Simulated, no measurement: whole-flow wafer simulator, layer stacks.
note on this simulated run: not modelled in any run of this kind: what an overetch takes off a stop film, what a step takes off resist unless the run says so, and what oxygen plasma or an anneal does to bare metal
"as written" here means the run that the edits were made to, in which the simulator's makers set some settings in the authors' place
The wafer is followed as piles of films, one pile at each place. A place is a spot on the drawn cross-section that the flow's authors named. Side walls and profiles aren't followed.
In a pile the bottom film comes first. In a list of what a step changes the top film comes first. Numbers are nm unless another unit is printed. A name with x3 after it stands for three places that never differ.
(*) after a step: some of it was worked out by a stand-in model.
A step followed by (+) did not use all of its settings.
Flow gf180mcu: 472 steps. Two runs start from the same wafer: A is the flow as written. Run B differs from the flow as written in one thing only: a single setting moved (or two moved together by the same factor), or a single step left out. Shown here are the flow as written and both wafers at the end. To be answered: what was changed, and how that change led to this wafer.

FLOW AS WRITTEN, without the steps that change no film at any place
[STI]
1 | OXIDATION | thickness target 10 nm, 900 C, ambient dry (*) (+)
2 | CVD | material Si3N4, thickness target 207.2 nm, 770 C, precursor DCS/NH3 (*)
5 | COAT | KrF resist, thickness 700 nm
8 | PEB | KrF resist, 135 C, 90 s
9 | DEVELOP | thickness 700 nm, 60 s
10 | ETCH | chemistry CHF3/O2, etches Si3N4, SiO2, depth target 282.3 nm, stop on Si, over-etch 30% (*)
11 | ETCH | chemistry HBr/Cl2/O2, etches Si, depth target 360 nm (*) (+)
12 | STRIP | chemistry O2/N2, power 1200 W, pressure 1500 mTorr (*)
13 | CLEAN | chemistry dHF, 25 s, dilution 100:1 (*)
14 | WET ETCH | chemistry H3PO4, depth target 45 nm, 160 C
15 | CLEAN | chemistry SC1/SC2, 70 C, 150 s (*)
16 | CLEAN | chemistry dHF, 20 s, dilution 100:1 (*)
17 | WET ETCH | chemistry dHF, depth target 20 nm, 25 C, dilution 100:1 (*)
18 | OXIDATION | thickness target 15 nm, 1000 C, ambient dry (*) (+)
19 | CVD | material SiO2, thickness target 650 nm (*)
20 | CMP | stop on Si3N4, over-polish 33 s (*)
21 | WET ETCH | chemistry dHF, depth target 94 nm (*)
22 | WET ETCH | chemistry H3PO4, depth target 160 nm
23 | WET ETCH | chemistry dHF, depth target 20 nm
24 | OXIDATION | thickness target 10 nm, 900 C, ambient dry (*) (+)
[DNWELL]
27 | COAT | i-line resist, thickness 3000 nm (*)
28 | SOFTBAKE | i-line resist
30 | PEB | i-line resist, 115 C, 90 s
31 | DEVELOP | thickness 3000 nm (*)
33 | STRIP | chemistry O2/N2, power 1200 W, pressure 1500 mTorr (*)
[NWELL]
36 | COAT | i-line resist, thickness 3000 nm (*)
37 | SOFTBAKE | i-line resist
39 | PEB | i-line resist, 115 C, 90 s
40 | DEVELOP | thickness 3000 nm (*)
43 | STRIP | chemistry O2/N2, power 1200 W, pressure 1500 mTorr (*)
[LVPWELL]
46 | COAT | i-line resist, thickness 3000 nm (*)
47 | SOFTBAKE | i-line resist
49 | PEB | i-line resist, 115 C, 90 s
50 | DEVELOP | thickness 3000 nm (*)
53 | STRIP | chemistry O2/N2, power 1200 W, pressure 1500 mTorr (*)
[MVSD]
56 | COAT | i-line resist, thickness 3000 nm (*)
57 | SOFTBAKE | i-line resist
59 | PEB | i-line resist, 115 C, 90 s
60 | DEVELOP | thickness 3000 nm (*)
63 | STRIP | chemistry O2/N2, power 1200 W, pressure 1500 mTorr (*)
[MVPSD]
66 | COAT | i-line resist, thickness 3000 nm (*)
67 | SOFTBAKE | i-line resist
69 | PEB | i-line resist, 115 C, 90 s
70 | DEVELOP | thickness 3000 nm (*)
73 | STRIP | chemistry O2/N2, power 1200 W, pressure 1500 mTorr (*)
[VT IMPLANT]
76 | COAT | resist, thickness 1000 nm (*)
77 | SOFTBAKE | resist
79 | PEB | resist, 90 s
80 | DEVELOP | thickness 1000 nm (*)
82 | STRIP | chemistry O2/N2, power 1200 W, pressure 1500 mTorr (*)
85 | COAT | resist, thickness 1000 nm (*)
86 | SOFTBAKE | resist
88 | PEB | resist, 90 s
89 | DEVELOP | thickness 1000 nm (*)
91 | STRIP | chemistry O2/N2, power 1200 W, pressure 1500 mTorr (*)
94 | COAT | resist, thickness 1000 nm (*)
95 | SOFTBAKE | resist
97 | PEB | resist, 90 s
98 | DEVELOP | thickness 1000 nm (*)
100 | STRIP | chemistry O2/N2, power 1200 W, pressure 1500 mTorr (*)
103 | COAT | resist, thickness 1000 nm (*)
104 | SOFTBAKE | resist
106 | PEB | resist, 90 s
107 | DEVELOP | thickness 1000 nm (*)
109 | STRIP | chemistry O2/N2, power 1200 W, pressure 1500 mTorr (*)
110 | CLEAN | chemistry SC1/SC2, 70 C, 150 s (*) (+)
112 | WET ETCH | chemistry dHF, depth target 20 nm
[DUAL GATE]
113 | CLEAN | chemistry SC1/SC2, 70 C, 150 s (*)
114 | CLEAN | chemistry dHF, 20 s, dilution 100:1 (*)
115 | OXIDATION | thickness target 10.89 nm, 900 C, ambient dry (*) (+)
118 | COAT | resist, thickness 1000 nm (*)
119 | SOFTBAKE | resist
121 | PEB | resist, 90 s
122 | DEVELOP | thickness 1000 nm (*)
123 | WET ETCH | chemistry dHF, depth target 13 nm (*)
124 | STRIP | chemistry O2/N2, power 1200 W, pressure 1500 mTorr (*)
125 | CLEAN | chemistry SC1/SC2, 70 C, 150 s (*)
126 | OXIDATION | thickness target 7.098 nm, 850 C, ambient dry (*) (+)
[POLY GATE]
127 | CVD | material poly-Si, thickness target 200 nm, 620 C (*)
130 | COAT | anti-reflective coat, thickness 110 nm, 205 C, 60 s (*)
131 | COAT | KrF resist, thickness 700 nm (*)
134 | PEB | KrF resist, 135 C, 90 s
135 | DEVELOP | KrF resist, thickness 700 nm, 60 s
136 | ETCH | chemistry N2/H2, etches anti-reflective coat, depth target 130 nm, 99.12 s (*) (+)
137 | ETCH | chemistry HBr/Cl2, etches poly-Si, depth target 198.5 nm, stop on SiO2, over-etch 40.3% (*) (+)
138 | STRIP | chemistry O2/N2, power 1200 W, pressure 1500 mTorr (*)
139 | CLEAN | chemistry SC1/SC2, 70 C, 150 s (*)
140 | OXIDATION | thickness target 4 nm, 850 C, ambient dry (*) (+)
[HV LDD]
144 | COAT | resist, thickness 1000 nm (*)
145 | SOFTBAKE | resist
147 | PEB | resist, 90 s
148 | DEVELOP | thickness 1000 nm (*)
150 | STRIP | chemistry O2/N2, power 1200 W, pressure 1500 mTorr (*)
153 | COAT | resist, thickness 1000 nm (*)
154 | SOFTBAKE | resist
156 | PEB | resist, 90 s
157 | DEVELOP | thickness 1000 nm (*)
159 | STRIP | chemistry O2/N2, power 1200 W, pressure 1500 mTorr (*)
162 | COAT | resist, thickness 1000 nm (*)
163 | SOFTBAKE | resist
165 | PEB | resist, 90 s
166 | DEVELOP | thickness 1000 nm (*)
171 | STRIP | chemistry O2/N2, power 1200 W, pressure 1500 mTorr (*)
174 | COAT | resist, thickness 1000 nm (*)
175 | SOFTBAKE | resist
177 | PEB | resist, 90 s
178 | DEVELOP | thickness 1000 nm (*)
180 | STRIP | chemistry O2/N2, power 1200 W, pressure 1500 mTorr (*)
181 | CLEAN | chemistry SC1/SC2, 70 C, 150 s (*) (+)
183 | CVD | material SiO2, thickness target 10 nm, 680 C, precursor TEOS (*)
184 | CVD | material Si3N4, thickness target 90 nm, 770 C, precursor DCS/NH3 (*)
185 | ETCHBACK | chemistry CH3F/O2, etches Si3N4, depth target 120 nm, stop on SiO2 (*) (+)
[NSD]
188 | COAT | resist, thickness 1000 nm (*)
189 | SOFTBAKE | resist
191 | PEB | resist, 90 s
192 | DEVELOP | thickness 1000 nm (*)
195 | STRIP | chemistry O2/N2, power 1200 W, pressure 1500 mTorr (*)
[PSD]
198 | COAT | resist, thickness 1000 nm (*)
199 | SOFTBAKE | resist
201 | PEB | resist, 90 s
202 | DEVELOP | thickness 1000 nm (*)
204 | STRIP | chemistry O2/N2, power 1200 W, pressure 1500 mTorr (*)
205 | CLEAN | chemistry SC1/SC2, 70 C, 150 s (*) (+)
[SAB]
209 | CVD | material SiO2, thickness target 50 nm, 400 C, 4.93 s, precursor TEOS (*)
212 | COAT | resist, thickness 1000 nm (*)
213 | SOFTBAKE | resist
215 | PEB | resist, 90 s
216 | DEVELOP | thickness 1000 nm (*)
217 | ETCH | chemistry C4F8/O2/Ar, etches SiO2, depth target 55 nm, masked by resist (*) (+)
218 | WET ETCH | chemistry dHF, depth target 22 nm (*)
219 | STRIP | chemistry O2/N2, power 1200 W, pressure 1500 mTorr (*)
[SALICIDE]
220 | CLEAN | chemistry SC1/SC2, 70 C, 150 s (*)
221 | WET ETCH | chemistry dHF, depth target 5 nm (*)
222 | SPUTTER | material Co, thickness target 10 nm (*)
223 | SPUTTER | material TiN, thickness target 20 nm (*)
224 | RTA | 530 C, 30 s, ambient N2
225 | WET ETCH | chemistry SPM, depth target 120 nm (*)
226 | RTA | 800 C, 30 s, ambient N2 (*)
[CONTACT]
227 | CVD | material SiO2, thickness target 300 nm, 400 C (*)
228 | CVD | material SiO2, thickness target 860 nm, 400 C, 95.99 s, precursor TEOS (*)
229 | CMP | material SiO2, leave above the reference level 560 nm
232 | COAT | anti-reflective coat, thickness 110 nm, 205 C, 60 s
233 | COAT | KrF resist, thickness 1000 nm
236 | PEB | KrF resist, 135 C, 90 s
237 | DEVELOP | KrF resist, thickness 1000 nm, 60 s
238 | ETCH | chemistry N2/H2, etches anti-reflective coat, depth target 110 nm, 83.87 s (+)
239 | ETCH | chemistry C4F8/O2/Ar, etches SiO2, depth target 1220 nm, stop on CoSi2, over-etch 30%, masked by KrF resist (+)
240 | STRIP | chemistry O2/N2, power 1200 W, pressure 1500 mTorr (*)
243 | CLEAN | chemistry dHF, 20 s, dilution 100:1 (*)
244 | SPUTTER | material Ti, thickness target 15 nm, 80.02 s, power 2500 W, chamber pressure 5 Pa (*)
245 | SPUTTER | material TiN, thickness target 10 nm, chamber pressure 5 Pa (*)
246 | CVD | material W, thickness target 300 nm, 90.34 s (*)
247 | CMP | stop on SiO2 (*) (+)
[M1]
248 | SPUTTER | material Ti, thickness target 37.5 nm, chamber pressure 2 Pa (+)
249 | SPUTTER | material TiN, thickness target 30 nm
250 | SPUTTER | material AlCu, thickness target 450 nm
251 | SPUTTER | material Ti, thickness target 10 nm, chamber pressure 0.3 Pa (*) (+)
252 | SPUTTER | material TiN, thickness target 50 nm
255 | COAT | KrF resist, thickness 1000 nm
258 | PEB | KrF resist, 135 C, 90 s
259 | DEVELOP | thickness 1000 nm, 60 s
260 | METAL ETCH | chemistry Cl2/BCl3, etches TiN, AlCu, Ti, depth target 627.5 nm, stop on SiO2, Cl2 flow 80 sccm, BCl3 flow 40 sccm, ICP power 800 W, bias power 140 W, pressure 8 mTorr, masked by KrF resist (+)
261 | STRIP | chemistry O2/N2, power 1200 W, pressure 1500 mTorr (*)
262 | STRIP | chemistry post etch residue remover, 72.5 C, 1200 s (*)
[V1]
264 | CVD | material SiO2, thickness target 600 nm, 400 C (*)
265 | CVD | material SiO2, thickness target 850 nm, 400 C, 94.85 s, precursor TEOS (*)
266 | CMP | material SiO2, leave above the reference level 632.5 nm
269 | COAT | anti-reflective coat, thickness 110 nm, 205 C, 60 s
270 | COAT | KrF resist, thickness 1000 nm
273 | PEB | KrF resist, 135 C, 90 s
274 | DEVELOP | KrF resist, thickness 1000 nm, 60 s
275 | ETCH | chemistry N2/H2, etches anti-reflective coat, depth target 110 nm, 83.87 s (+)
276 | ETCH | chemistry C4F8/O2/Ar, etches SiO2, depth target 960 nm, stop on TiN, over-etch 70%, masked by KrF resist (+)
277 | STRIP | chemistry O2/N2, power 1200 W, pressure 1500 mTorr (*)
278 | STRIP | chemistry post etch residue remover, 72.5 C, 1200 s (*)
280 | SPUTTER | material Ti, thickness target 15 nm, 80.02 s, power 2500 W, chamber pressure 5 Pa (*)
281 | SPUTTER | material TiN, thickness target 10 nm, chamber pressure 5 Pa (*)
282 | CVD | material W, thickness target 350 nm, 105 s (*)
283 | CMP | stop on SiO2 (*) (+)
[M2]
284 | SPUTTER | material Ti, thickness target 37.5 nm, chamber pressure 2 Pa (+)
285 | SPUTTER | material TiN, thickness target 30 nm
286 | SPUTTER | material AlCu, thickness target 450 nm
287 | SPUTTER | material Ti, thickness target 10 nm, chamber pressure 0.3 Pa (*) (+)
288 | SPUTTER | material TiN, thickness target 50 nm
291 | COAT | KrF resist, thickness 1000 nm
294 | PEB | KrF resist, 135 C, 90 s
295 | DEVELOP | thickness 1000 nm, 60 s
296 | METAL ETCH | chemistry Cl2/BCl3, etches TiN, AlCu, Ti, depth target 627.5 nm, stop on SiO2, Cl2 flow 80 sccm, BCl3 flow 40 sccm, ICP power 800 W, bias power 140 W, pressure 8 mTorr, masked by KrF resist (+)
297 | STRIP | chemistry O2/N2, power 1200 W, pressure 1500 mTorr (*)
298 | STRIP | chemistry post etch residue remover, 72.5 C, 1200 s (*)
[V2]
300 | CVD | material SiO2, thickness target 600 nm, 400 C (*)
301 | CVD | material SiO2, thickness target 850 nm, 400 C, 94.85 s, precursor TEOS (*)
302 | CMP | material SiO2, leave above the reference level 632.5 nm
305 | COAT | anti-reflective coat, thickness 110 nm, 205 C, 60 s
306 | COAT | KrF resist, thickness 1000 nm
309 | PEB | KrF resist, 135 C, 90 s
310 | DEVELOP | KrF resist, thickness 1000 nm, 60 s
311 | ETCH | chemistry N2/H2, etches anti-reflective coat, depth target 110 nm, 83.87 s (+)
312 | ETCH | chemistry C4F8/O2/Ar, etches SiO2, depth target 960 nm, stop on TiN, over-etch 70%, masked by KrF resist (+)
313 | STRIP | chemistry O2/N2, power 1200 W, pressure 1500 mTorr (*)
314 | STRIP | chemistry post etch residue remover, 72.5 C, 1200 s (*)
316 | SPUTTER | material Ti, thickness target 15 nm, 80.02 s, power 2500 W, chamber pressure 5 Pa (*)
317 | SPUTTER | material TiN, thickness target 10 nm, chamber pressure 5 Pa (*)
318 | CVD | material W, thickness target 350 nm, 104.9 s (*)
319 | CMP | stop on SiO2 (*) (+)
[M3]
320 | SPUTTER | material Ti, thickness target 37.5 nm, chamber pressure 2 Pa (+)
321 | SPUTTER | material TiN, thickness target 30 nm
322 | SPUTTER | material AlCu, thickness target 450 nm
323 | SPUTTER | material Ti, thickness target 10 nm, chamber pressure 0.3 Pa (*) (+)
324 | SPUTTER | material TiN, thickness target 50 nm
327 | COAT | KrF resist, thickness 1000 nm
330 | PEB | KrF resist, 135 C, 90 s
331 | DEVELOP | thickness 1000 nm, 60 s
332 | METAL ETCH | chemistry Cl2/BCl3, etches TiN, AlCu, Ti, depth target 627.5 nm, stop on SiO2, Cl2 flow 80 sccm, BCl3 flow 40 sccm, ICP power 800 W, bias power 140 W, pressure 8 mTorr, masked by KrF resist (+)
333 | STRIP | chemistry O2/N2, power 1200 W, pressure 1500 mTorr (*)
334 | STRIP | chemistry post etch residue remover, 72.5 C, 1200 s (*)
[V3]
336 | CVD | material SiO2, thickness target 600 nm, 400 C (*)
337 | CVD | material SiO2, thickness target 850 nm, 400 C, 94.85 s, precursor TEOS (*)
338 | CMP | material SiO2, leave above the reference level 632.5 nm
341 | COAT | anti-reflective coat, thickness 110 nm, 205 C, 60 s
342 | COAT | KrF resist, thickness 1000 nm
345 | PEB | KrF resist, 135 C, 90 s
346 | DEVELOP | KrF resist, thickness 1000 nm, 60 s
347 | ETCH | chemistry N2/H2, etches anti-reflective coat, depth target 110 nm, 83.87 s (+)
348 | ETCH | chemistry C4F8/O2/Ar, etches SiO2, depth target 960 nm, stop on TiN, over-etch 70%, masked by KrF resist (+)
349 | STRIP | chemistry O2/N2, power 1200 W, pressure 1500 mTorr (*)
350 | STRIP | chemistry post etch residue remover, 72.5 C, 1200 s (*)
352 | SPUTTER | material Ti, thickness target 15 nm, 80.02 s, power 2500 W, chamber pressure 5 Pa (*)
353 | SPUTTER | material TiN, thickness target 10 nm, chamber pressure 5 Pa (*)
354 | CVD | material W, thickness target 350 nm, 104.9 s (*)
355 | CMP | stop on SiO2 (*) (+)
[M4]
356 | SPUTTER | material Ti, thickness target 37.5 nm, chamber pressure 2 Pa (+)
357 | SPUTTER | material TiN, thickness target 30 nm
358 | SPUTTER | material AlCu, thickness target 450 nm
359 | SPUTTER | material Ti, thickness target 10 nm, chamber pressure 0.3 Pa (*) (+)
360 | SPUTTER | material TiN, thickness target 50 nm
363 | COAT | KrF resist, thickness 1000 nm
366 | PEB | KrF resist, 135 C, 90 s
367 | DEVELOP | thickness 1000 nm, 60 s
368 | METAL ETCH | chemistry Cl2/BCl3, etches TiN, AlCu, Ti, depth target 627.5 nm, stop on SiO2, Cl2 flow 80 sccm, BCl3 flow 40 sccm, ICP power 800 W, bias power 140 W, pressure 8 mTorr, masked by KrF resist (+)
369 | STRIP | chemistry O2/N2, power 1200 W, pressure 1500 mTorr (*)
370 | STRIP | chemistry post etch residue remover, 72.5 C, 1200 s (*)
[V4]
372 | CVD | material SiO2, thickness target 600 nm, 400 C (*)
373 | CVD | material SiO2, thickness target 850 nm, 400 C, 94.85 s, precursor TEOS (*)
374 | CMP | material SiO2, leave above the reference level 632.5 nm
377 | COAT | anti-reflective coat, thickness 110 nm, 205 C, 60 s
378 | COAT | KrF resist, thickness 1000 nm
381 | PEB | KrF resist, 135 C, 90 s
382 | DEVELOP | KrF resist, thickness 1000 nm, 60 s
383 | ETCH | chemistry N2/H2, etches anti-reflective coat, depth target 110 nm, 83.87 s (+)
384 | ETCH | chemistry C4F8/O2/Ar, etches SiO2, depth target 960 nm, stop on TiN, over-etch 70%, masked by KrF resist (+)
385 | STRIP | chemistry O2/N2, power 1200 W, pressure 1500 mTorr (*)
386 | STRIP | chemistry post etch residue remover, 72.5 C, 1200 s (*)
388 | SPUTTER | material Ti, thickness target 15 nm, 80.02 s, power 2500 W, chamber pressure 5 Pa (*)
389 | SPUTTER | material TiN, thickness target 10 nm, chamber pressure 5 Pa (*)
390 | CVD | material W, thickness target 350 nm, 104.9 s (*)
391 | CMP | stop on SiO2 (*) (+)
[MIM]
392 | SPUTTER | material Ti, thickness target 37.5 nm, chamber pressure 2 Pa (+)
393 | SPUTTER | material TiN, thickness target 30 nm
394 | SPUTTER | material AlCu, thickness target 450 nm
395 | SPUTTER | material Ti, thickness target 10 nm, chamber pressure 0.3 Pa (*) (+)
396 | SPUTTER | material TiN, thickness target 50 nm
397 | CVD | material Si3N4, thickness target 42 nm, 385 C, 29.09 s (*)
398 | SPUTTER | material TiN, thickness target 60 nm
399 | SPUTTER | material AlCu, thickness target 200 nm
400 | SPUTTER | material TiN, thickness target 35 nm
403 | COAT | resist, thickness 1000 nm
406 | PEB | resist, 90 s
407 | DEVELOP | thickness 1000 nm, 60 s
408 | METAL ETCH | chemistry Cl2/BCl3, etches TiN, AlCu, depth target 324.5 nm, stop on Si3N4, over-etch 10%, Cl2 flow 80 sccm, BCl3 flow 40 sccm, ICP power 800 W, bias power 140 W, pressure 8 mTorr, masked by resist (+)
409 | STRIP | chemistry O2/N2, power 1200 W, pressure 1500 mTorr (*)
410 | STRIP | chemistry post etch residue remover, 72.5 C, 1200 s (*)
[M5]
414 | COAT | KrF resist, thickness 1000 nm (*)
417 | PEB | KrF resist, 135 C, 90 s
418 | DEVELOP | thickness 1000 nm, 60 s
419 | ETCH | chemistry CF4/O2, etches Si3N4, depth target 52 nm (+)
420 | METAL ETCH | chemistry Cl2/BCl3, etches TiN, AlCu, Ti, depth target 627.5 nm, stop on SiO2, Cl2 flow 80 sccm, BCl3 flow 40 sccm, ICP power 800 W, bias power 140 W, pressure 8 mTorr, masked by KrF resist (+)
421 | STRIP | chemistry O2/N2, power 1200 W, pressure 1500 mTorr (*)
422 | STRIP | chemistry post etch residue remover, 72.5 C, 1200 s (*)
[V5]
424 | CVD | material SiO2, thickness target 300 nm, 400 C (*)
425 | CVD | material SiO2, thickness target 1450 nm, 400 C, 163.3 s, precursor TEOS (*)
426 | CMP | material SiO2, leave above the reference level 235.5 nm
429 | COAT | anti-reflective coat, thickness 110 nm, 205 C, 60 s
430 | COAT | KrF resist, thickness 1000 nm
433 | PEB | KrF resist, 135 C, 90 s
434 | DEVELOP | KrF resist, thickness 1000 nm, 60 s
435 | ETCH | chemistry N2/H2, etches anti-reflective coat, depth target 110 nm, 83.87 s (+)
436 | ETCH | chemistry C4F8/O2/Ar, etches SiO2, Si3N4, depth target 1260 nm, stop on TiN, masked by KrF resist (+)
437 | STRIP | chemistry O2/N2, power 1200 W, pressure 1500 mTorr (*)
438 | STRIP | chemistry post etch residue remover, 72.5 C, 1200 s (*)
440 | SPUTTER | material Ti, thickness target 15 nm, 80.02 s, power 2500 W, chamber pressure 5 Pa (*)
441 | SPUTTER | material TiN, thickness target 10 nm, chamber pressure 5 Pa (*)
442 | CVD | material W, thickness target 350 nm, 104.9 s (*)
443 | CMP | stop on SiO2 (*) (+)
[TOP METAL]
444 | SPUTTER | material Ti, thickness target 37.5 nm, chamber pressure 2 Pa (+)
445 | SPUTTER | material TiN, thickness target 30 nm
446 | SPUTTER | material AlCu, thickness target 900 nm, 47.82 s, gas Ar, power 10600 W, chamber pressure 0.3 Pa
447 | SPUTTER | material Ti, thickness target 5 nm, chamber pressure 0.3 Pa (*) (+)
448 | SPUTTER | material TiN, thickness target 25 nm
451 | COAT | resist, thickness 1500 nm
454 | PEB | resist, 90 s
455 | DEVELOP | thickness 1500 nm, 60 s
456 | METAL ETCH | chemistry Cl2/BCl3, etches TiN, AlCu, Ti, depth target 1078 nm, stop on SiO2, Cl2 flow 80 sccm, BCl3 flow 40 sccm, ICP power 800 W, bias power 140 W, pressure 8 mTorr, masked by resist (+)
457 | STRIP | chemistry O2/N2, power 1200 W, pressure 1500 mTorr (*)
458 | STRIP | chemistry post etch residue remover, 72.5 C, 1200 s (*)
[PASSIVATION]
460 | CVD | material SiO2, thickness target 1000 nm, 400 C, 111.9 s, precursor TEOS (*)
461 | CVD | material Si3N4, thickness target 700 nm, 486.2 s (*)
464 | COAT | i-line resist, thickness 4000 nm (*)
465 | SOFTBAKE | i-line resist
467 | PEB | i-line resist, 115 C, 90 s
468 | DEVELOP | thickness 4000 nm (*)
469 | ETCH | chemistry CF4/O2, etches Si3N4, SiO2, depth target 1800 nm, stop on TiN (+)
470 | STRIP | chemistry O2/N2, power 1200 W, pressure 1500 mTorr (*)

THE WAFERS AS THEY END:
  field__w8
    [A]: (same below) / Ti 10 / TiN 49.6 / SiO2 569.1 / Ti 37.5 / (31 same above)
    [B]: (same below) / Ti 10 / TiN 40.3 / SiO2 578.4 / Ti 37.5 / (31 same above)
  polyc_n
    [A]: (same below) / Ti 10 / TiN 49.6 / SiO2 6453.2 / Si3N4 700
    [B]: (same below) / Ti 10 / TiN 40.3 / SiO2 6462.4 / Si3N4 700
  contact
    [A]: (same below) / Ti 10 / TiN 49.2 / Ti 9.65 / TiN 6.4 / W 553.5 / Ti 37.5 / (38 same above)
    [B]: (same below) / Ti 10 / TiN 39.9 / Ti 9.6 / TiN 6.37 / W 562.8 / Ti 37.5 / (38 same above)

What caused this: step 252, SPUTTER: thickness target 40.76 nm was run, though the flow has thickness target 50 nm.

Step by step, how the change led to this:
  252 | SPUTTER | material TiN, thickness target 50 nm
      field, field__w1, field__w2 and 108 more: A +50 TiN (new film) | B +40.8 TiN (new film)
  260 | METAL ETCH | chemistry Cl2/BCl3, etches TiN, AlCu, Ti, depth target 627.5 nm, stop on SiO2, Cl2 flow 80 sccm, BCl3 flow 40 sccm, ICP power 800 W, bias power 140 W, pressure 8 mTorr, masked by KrF resist (+)
      field, field__w1, field__w2 and 99 more: A -50 TiN (all of it), -10 Ti (all of it), -450 AlCu (all of it), -30 TiN (all of it), -37.5 Ti (all of it) | B -40.8 TiN (all of it), -10 Ti (all of it), -450 AlCu (all of it), -30 TiN (all of it), -37.5 Ti (all of it)
